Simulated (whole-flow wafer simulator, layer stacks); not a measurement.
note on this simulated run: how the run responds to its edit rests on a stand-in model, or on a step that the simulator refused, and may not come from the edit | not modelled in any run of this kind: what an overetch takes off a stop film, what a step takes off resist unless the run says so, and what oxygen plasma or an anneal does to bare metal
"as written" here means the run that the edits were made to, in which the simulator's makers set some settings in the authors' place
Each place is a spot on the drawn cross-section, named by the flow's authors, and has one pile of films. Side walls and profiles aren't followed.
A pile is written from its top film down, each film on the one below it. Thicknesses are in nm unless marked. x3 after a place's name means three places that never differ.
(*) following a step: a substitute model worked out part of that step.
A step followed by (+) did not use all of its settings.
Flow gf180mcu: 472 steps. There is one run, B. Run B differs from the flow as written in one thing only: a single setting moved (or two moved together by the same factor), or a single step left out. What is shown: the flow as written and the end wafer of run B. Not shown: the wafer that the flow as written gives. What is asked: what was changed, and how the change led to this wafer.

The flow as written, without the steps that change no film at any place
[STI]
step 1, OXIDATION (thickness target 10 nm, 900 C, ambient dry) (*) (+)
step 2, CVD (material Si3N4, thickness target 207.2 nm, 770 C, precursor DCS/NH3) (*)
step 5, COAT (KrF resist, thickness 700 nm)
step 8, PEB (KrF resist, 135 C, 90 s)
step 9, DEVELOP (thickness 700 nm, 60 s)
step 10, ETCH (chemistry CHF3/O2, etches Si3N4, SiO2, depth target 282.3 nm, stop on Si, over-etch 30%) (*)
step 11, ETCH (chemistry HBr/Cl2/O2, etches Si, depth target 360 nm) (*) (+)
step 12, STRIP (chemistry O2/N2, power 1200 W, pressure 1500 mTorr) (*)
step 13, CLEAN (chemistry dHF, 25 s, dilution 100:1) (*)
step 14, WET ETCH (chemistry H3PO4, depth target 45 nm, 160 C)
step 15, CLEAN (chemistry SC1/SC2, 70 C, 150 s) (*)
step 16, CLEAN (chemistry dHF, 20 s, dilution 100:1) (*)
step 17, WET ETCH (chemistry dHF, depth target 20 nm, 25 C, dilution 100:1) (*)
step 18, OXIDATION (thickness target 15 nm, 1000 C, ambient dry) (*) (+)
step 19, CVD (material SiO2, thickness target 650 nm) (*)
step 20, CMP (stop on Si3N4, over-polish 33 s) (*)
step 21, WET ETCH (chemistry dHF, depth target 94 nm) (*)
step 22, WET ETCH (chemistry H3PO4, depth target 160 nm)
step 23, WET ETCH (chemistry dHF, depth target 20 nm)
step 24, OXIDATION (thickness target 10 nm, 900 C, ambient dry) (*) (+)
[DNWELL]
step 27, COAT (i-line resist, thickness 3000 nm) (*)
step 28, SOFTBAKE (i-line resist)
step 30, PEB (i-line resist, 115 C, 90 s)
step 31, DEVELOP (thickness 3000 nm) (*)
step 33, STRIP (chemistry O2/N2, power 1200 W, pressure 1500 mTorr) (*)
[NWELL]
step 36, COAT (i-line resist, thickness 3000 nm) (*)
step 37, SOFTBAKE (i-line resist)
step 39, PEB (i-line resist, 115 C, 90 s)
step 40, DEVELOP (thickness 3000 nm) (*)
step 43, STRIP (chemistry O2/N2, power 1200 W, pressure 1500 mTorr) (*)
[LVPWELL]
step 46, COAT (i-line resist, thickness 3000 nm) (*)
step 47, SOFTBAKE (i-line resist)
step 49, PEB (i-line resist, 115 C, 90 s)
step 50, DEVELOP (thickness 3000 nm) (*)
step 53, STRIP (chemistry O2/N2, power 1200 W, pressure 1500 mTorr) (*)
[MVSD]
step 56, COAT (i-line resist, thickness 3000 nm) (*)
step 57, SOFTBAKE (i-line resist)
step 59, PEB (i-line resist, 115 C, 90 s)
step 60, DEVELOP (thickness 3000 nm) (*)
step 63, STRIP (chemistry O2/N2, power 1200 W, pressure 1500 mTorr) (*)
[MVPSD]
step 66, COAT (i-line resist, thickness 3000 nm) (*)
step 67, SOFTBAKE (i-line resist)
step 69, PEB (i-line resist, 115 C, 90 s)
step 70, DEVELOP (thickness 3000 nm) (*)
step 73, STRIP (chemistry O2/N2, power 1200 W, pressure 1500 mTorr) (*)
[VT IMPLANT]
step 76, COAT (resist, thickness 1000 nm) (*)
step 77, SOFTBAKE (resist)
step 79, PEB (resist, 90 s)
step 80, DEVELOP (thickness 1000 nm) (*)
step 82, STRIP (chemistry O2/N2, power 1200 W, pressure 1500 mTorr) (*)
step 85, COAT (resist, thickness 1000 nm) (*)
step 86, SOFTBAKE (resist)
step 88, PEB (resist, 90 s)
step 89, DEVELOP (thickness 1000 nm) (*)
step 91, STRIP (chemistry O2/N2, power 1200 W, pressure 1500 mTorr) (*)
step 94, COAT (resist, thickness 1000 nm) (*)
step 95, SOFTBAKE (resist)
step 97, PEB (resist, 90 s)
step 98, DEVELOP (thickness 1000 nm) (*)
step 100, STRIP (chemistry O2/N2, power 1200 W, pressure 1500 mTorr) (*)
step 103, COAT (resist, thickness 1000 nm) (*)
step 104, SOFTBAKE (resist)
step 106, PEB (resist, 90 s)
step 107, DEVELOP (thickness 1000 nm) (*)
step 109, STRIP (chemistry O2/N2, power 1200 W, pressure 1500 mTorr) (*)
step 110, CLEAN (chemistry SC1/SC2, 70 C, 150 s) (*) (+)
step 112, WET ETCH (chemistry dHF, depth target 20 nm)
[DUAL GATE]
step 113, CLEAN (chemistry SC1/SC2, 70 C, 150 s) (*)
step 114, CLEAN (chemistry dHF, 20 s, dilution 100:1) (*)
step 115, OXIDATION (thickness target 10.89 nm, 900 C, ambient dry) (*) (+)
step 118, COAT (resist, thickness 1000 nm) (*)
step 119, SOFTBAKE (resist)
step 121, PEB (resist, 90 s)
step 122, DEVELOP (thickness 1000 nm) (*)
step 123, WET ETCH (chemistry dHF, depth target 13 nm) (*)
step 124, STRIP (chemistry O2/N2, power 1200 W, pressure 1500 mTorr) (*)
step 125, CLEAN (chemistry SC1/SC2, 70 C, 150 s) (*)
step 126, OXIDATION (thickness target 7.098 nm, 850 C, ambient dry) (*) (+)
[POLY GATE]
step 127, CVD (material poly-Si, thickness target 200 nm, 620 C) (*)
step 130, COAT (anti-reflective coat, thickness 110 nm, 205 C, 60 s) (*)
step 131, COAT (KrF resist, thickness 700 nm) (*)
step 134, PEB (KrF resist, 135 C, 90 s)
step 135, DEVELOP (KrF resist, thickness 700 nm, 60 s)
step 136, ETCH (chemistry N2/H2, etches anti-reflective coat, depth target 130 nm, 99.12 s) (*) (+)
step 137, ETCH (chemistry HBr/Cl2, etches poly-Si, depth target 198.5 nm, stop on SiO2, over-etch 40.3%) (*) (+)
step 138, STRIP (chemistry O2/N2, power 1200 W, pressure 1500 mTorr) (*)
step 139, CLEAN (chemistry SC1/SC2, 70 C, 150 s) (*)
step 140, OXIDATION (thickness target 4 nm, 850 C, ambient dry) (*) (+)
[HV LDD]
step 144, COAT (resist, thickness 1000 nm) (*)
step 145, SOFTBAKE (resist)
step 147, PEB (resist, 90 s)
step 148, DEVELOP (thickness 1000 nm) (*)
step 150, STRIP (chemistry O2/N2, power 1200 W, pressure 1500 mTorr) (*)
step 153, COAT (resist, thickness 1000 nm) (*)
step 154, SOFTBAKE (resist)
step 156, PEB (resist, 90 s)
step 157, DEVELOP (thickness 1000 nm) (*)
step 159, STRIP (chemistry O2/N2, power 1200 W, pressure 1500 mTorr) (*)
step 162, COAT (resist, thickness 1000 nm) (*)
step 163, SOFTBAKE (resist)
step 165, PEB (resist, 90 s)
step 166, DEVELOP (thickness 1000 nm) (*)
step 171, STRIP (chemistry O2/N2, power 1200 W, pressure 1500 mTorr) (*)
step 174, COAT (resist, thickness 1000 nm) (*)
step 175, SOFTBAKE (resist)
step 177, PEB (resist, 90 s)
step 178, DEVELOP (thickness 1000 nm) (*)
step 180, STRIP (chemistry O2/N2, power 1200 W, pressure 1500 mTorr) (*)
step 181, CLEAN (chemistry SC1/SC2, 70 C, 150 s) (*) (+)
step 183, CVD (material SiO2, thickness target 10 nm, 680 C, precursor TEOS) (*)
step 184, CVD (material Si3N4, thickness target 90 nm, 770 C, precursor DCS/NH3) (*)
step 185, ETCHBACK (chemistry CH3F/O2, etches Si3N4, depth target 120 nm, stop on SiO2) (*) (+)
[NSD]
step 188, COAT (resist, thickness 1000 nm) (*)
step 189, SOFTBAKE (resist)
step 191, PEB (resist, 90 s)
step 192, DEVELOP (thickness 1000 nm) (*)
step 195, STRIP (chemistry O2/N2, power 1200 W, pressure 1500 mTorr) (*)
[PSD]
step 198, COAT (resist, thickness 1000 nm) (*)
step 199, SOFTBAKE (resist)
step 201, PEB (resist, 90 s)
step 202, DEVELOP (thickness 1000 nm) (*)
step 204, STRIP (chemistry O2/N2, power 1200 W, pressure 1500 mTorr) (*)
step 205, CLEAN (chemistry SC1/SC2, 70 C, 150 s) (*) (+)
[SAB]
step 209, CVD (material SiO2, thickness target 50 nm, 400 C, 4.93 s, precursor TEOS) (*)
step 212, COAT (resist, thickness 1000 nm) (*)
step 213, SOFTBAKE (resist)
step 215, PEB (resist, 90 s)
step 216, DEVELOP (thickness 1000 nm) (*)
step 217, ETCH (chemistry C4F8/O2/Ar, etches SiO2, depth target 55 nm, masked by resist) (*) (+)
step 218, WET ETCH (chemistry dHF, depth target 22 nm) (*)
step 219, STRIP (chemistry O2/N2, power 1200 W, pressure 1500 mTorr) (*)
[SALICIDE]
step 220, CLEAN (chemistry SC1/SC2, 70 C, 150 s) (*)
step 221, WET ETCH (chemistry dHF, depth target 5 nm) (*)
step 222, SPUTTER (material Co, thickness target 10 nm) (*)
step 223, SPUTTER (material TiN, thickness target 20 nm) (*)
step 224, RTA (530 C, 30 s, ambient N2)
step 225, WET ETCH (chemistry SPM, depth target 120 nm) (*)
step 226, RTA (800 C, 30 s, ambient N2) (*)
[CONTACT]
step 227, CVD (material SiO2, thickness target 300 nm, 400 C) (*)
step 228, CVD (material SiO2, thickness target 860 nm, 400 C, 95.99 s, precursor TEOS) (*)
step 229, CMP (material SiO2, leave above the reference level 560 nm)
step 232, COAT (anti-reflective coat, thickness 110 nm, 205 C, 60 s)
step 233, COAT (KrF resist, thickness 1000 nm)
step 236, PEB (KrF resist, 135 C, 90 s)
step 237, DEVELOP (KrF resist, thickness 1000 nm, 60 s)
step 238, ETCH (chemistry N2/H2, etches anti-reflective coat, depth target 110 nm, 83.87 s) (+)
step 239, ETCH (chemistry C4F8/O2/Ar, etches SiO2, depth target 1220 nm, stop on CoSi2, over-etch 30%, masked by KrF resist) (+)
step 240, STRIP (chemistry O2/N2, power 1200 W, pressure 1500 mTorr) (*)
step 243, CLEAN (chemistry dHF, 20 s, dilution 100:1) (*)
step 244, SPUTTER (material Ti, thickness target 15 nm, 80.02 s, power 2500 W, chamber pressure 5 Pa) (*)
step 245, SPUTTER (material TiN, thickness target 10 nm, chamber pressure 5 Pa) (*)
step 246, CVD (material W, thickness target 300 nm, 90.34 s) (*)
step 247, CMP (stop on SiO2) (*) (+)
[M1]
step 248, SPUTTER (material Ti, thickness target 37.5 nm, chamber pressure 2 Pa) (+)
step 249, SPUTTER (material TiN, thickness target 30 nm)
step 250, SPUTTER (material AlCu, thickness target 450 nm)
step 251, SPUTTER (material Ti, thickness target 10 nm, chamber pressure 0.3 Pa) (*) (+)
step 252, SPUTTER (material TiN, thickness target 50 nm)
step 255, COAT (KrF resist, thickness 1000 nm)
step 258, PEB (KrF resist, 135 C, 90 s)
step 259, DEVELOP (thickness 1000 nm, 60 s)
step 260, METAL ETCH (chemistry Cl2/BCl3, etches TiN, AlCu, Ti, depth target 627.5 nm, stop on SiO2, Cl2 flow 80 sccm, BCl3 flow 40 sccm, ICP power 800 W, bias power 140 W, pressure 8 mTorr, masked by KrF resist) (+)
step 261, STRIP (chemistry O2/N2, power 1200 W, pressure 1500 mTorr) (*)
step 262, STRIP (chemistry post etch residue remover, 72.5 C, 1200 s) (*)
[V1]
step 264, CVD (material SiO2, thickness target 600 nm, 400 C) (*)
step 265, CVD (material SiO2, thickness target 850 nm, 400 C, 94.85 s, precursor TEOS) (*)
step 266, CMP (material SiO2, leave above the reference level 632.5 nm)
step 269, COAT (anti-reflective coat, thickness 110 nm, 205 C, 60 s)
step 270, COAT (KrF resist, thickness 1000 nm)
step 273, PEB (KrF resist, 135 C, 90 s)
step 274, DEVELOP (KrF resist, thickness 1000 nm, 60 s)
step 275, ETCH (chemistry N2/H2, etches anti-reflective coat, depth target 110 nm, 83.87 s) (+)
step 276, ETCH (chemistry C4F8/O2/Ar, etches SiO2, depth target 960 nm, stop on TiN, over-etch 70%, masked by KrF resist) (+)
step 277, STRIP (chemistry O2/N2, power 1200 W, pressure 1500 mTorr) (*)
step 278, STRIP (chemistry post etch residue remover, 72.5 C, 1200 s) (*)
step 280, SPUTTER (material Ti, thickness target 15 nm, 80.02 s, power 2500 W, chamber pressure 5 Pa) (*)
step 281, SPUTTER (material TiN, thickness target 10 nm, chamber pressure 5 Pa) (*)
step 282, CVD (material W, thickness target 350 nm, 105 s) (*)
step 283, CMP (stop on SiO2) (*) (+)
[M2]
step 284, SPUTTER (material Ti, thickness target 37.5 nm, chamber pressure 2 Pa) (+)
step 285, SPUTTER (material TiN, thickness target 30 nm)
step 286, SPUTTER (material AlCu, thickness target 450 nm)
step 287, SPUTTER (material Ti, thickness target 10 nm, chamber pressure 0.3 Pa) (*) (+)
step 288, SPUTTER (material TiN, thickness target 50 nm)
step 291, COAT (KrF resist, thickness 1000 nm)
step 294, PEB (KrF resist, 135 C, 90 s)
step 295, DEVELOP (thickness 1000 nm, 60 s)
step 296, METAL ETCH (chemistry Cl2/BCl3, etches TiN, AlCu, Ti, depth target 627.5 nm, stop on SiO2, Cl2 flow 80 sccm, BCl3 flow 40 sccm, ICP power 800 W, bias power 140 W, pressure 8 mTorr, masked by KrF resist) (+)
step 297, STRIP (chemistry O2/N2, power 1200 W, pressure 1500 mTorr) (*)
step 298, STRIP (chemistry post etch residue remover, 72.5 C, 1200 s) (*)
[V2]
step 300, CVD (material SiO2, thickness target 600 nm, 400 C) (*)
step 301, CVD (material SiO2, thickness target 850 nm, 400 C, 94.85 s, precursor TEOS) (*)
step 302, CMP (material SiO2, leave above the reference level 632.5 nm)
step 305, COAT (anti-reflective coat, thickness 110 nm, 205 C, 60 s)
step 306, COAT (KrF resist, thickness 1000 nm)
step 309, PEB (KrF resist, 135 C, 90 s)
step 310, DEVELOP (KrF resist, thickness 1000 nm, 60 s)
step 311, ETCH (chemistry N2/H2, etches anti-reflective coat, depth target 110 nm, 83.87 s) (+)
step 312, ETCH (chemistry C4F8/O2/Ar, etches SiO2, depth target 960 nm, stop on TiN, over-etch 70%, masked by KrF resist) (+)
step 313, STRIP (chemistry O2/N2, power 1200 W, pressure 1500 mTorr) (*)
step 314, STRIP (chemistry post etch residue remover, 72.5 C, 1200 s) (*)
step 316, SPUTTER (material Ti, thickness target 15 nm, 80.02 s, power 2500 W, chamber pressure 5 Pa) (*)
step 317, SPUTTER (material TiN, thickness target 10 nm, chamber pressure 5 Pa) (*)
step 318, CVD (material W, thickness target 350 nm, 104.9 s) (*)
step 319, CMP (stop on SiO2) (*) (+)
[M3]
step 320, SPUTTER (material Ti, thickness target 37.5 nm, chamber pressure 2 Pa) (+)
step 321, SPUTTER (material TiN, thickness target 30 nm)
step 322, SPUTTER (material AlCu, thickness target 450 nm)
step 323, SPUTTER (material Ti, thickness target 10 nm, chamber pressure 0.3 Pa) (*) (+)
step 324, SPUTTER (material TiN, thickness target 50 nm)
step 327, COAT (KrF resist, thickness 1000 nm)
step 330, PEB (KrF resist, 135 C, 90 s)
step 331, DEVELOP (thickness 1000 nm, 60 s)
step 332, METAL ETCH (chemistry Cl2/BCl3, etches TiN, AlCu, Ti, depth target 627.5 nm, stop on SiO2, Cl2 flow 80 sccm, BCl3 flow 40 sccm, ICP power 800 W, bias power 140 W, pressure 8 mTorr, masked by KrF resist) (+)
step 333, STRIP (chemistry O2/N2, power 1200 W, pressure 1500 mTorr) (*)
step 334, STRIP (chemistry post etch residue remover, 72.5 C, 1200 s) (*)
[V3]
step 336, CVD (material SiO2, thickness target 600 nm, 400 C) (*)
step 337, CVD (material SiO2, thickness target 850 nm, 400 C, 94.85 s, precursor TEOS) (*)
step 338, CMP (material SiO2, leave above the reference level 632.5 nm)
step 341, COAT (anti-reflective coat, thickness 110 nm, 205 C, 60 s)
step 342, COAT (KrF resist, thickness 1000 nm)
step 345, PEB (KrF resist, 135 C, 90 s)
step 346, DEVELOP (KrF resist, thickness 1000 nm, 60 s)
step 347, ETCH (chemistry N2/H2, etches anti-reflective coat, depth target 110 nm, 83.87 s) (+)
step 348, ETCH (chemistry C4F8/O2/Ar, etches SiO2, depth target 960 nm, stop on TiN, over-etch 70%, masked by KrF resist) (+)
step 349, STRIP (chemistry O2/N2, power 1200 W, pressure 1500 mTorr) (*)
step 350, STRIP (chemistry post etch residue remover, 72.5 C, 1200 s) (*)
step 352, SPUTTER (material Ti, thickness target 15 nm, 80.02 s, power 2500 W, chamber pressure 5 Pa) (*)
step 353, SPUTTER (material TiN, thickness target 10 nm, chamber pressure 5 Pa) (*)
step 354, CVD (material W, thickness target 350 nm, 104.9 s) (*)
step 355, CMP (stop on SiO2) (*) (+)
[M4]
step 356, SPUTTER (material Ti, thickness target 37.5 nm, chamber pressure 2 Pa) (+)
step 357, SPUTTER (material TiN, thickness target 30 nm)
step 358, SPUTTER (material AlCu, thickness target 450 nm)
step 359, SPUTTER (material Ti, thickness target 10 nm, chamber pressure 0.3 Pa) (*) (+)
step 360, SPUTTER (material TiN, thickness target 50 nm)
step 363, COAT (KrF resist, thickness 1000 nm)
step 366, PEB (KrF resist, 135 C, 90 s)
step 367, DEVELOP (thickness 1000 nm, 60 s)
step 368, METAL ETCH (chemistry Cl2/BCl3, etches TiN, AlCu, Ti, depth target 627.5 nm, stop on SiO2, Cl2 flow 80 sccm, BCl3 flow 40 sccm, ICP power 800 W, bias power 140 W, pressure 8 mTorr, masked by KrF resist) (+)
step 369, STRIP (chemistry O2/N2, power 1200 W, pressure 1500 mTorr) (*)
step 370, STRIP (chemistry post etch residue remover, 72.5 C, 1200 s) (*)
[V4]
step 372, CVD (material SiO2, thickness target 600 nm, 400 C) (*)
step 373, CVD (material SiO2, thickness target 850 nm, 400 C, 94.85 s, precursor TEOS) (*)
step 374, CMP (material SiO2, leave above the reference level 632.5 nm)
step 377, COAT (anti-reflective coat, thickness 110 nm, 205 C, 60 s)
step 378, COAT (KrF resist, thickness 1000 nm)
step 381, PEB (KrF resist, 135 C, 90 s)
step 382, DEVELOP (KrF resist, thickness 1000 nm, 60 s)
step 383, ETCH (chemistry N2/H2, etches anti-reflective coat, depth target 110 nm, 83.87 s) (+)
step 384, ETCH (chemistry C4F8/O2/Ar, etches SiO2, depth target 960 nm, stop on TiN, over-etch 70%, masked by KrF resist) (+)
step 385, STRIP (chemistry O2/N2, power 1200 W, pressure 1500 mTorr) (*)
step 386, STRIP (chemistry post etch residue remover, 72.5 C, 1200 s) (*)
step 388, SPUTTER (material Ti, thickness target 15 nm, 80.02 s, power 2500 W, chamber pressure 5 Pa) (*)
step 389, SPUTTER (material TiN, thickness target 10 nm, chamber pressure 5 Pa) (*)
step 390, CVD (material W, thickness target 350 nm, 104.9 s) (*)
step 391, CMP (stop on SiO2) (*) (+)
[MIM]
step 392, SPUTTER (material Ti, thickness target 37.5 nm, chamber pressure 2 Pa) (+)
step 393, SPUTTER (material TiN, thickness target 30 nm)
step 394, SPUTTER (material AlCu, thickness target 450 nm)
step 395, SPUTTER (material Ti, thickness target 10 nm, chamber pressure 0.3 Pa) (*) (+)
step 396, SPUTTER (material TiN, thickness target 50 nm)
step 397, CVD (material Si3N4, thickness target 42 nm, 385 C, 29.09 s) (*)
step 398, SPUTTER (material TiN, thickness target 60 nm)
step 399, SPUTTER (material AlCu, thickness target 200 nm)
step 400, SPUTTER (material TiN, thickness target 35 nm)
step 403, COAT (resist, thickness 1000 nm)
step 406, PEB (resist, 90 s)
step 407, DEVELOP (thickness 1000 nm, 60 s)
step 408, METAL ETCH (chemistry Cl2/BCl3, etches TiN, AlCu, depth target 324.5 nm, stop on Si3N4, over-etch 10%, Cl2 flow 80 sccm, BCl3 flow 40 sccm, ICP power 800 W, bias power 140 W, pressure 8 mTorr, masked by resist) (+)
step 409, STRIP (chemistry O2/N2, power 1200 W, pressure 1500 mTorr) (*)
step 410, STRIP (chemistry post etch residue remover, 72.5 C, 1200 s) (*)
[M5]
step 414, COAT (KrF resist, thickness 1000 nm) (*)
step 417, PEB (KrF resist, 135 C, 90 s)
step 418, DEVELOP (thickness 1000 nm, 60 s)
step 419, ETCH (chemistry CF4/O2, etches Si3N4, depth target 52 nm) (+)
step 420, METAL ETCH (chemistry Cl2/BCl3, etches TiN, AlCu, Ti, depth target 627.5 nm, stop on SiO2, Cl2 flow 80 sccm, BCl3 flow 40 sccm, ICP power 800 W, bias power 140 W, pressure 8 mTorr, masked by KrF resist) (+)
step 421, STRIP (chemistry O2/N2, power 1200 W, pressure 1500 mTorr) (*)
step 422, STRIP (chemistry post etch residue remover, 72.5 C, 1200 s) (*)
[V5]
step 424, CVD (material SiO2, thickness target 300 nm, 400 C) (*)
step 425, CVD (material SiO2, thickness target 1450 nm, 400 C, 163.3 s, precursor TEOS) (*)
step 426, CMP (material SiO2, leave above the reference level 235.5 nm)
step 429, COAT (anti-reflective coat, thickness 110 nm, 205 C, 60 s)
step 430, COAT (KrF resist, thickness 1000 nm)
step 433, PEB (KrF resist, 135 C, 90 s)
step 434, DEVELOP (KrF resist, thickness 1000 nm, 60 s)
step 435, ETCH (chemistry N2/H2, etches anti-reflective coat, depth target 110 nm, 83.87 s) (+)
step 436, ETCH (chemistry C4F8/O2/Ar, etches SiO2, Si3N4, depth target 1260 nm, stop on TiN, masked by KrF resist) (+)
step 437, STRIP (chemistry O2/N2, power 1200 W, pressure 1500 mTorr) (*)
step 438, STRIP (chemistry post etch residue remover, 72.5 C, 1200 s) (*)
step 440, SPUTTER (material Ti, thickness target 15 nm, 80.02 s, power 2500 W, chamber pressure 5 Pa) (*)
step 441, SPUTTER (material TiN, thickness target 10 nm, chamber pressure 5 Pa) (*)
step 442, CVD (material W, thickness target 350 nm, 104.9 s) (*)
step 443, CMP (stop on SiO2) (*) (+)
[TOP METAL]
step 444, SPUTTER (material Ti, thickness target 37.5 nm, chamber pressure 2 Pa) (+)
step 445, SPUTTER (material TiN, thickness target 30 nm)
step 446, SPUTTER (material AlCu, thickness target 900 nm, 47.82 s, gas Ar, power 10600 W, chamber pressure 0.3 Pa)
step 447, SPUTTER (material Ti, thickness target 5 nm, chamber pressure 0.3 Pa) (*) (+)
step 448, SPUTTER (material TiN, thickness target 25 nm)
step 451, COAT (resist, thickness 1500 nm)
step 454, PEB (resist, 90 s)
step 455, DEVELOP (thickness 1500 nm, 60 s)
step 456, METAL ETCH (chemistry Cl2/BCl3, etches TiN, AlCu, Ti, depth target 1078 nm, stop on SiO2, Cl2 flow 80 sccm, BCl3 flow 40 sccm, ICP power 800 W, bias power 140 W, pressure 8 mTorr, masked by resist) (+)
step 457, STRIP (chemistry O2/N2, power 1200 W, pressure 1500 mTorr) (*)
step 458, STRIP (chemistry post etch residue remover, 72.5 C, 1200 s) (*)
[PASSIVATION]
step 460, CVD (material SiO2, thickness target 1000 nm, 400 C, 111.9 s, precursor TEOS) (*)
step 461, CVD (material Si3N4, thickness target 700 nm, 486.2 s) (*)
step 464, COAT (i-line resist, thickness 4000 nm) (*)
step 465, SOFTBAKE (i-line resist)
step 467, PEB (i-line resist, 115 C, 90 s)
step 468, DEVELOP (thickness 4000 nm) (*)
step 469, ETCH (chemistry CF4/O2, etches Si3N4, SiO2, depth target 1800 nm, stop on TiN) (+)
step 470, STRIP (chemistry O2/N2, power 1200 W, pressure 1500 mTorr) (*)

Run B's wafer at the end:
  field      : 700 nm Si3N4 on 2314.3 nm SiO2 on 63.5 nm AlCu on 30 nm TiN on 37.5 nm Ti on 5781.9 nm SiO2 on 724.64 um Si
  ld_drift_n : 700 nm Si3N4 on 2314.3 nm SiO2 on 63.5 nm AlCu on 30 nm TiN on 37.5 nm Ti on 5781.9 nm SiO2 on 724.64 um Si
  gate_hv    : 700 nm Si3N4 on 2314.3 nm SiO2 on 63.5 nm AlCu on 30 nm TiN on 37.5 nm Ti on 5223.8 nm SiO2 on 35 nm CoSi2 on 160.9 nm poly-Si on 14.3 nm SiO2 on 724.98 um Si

Cause: step 420, METAL ETCH: depth target 439.3 nm was run, though the flow has depth target 627.5 nm.

How this came from the change, step by step:
  step 420, METAL ETCH (chemistry Cl2/BCl3, etches TiN, AlCu, Ti, depth target 627.5 nm, stop on SiO2, Cl2 flow 80 sccm, BCl3 flow 40 sccm, ICP power 800 W, bias power 140 W, pressure 8 mTorr, masked by KrF resist) (+)
      field, field__w1, field__w2 and 101 more: -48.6 TiN (all of it), -10 Ti (all of it), -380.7 AlCu (it would be, as written: -48.6 TiN (all of it), -10 Ti (all of it), -450 AlCu (all of it), -30 TiN (all of it), -37.5 Ti (all of it))
      field__w4, field__w8, contact, m1, m1__w1, mim, mim_1p0, m1_nw: -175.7 KrF resist (it would be, as written: -251 KrF resist)
  step 421, STRIP (chemistry O2/N2, power 1200 W, pressure 1500 mTorr) (*)
      field__w8, m1__w1: -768 KrF resist (all of it) (it would be, as written: -692.7 KrF resist (all of it))
      contact, m1: -768.4 KrF resist (all of it) (it would be, as written: -693.2 KrF resist (all of it))
      (as well as at 4 more places)
  step 422, STRIP (chemistry post etch residue remover, 72.5 C, 1200 s) (*)
      field, field__w1, field__w2 and 101 more: -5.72 AlCu (it would be, as written: nothing)
  step 424, CVD (material SiO2, thickness target 300 nm, 400 C) (*)
      field, field__w1, field__w2 and 101 more: +300 SiO2 (new film) (it would be, as written: +300 SiO2)
  step 426, CMP (material SiO2, leave above the reference level 235.5 nm)
      field, field__w1, field__w5 and 92 more: -431.9 SiO2 (it would be, as written: -300.8 SiO2)
      field__w2, field__w3, field__w12 and 6 more: -409.7 SiO2 (it would be, as written: -272.7 SiO2)
With metal films that touch counted as one body, field has 1 body; the flow as written gives 0 bodies.
With metal films that touch counted as one body, ld_drift_n has 1 body; the flow as written gives 0 bodies.
With metal films that touch counted as one body, gate_hv has 2 bodies (between them, from the top down: SiO2 5223.8); the flow as written gives 1 body.
